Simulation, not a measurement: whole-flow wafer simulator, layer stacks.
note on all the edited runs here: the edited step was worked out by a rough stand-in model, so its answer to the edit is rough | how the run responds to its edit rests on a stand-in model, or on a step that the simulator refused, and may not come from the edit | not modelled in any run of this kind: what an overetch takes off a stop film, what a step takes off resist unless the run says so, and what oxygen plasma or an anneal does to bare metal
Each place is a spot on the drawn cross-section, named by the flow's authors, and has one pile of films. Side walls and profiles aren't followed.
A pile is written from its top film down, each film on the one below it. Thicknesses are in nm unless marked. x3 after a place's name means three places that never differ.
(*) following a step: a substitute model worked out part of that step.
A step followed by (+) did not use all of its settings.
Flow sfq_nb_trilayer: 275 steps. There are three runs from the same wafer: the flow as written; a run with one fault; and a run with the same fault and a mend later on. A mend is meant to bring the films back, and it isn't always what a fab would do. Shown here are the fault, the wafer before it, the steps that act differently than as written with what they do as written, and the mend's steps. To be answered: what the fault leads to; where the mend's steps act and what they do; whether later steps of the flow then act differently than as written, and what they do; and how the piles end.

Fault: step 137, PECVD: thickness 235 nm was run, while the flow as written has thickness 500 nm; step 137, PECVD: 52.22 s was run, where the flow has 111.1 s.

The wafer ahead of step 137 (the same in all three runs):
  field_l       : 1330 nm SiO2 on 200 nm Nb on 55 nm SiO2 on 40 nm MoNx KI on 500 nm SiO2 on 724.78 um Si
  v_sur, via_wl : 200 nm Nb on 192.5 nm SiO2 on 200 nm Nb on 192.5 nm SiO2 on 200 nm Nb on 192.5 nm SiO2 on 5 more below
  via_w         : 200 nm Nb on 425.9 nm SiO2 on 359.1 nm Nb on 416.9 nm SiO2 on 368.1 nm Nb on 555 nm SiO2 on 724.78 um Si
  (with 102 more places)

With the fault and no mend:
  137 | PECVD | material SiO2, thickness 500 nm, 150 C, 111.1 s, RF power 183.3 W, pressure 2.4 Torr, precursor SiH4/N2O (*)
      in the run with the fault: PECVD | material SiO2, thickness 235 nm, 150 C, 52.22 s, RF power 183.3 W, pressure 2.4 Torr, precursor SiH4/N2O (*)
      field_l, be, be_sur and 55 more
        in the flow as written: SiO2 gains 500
        in the run with the fault: SiO2 gains 235
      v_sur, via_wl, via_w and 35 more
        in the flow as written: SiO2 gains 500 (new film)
        in the run with the fault: SiO2 gains 235 (new film)
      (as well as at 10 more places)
  Later steps of the flow acting differently than as written (18 more steps, not shown, differ only slightly: by at most 2% or 0.5 nm, whichever is larger):
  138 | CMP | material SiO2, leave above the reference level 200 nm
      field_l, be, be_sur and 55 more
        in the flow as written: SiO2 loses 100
        in the run with the fault: nothing
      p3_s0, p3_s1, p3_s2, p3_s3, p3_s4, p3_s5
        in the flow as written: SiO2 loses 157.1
        in the run with the fault: nothing
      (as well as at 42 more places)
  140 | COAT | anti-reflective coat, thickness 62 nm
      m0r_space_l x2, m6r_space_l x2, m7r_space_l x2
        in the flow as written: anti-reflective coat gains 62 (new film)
        in the run with the fault: anti-reflective coat gains 81.1 (new film)
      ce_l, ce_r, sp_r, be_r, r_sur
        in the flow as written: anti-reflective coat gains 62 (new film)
        in the run with the fault: anti-reflective coat gains 64.5 (new film)
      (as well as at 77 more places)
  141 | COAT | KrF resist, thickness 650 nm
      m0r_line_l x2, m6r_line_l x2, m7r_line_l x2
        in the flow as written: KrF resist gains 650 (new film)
        in the run with the fault: KrF resist gains 682.6 (new film)
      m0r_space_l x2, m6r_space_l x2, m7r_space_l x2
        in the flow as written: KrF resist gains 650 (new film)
        in the run with the fault: KrF resist gains 671.3 (new film)
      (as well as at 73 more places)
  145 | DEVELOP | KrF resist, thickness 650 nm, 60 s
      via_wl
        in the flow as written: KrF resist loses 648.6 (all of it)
        in the run with the fault: KrF resist loses 583.3 (all of it)
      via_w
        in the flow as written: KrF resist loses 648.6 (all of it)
        in the run with the fault: KrF resist loses 591.2 (all of it)
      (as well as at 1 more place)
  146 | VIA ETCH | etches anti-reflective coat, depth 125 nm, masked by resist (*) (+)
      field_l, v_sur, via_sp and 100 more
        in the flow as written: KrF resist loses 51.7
        in the run with the fault: KrF resist loses 41.1
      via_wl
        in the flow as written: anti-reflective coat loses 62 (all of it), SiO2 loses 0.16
        in the run with the fault: anti-reflective coat loses 49 (all of it), SiO2 loses 0.12
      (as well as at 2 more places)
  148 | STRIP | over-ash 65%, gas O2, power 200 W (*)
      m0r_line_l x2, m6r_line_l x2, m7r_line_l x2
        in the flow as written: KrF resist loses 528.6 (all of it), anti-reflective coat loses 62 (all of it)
        in the run with the fault: KrF resist loses 571.6 (all of it), anti-reflective coat loses 61.8 (all of it)
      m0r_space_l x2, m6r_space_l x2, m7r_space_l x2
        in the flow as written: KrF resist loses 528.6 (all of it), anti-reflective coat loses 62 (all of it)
        in the run with the fault: KrF resist loses 560.4 (all of it), anti-reflective coat loses 81.1 (all of it)
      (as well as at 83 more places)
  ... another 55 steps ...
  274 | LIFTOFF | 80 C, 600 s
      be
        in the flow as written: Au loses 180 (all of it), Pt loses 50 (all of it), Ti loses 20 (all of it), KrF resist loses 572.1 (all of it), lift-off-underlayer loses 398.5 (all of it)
        in the run with the fault: Au loses 180 (all of it), Pt loses 50 (all of it), Ti loses 20 (all of it), KrF resist loses 613.8 (all of it), lift-off-underlayer loses 720.8 (all of it)
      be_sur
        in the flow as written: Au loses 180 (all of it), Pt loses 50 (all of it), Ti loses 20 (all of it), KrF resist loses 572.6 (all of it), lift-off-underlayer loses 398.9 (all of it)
        in the run with the fault: Au loses 180 (all of it), Pt loses 50 (all of it), Ti loses 20 (all of it), KrF resist loses 587.3 (all of it), lift-off-underlayer loses 366.3 (all of it)
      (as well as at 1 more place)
  The piles end different from the flow's at via_v, be, be_sur and 38 more by more than 2% or 0.5 nm, whichever is larger.
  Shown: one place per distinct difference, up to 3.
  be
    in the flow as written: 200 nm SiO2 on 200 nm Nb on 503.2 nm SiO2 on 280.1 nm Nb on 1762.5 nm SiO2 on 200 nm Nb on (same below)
    in the run with the fault: 312.8 nm SiO2 on 119.8 nm Nb on 208.7 nm SiO2 on 125.9 nm Nb on 26.2 nm SiO2 on 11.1 nm Al2O3 on 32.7 nm Nb2O5 on 125.7 nm Nb on 1597.5 nm SiO2 on 200 nm Nb on (same below)
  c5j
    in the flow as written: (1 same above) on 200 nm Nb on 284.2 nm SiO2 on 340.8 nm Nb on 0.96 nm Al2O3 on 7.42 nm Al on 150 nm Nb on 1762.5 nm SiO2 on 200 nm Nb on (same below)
    in the run with the fault: (1 same above) on 200 nm Nb on 293.3 nm SiO2 on 183.3 nm Nb on 143.4 nm SiO2 on 170 nm Nb on 0.96 nm Al2O3 on 7.42 nm Al on 150 nm Nb on 1597.5 nm SiO2 on 200 nm Nb on (same below)
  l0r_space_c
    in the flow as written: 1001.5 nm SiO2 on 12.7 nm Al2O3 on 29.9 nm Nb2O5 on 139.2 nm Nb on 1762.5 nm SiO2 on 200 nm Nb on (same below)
    in the run with the fault: 1166.5 nm SiO2 on 12.7 nm Al2O3 on 29.9 nm Nb2O5 on 139.2 nm Nb on 1597.5 nm SiO2 on 200 nm Nb on (same below)

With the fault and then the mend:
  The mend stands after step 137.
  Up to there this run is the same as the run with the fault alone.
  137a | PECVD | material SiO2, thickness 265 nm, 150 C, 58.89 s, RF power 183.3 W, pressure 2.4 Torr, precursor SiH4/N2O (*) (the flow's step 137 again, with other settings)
      field_l, v_sur, via_wl and 99 more
        SiO2 gains 265
      lsp_r, l0_sur, l0v
        SiO2 gains 260.9
      via_v
        SiO2 gains 273.5
  Later steps of the flow acting differently than as written:
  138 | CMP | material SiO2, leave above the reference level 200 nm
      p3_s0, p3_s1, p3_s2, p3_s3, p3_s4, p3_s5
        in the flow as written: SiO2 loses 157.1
        in the run with the mend: SiO2 loses 100
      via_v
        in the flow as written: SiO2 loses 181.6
        in the run with the mend: SiO2 loses 42.6
  At every place that both follow, the piles at the end match the flow's.
